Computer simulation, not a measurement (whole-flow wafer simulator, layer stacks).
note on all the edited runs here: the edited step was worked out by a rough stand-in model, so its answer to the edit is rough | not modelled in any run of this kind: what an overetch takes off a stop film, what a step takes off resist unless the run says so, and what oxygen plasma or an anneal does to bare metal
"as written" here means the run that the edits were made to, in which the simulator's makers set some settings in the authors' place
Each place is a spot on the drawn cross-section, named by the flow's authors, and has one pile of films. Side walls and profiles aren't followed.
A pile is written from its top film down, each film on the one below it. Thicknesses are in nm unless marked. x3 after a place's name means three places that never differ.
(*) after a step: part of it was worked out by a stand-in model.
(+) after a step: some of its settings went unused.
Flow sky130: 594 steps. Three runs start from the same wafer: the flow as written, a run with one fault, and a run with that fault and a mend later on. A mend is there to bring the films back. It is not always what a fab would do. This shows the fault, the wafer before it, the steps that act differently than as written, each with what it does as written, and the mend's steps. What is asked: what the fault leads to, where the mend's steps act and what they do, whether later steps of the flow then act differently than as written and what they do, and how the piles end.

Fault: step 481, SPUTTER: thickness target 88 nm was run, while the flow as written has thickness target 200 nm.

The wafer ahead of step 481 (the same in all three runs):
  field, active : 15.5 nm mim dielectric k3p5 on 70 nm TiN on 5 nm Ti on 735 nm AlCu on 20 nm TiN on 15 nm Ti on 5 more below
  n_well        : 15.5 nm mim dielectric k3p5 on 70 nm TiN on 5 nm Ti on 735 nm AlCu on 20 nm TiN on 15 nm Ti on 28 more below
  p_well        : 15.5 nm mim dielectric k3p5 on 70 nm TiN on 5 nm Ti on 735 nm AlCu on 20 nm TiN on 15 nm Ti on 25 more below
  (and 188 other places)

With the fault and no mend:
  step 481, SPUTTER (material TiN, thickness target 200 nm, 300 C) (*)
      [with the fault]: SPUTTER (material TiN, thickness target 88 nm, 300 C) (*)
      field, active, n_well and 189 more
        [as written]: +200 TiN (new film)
        [with the fault]: +88 TiN (new film)
  Later steps of the flow acting differently than as written (4 more steps, not shown, differ only slightly: by at most 2% or 0.5 nm, whichever is larger):
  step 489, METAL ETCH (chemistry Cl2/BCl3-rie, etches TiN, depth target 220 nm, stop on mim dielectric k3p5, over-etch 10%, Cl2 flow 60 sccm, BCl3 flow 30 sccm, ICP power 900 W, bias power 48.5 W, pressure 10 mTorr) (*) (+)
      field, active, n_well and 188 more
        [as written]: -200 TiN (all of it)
        [with the fault]: -88 TiN (all of it)
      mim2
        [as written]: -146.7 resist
        [with the fault]: -64.5 resist
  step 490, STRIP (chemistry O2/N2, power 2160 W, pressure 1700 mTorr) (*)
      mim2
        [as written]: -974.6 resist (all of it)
        [with the fault]: -1056.7 resist (all of it)
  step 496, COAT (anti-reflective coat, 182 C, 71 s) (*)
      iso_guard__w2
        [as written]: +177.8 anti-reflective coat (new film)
        [with the fault]: +109.7 anti-reflective coat (new film)
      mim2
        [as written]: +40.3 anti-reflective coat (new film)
        [with the fault]: +34.8 anti-reflective coat (new film)
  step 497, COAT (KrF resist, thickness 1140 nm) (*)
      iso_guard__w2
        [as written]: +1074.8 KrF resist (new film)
        [with the fault]: +1120.8 KrF resist (new film)
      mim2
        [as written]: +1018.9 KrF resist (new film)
        [with the fault]: +1109.5 KrF resist (new film)
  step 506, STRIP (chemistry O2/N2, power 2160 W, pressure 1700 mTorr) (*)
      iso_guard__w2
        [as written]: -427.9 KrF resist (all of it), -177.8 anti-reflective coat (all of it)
        [with the fault]: -473.8 KrF resist (all of it), -109.7 anti-reflective coat (all of it)
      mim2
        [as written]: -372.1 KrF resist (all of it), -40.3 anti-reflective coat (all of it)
        [with the fault]: -462.5 KrF resist (all of it), -34.8 anti-reflective coat (all of it)
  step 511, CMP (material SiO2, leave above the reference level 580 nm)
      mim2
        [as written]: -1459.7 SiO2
        [with the fault]: -1347.7 SiO2
  At mim2, the piles at the end differ from the flow's by more than 2% or 0.5 nm, whichever is larger.
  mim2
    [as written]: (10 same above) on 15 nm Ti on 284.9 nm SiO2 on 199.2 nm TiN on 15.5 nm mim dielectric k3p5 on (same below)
    [with the fault]: (10 same above) on 15 nm Ti on 396.9 nm SiO2 on 87.2 nm TiN on 15.5 nm mim dielectric k3p5 on (same below)

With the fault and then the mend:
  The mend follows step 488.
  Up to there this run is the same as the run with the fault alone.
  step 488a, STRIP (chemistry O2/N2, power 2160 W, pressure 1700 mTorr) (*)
      mim2
        -1121.3 resist (all of it)
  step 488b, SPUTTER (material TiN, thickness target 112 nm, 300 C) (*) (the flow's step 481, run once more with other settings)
      field, active, n_well and 189 more
        +112 TiN
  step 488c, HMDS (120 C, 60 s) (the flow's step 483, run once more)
      alters no film at any place that is followed
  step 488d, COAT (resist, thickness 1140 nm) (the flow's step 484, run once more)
      field, active, n_well and 187 more
        +1140 resist (new film)
      m1, via3_hole
        +1140.6 resist (new film)
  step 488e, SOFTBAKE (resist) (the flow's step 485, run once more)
      alters no film at any place that is followed
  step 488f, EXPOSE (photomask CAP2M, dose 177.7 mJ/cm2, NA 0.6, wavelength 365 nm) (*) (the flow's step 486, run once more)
      alters no film at any place that is followed
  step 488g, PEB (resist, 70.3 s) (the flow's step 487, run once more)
      field, active, n_well and 189 more
        -18.7 resist
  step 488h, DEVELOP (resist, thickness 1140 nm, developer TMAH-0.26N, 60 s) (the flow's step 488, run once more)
      field, active, n_well and 186 more
        -1121.3 resist (all of it)
      m1, via3_hole
        -1121.9 resist (all of it)
  None of the later steps of the flow acts differently than as written at any place that is followed.
  At every place that both follow, the piles at the end match the flow's.
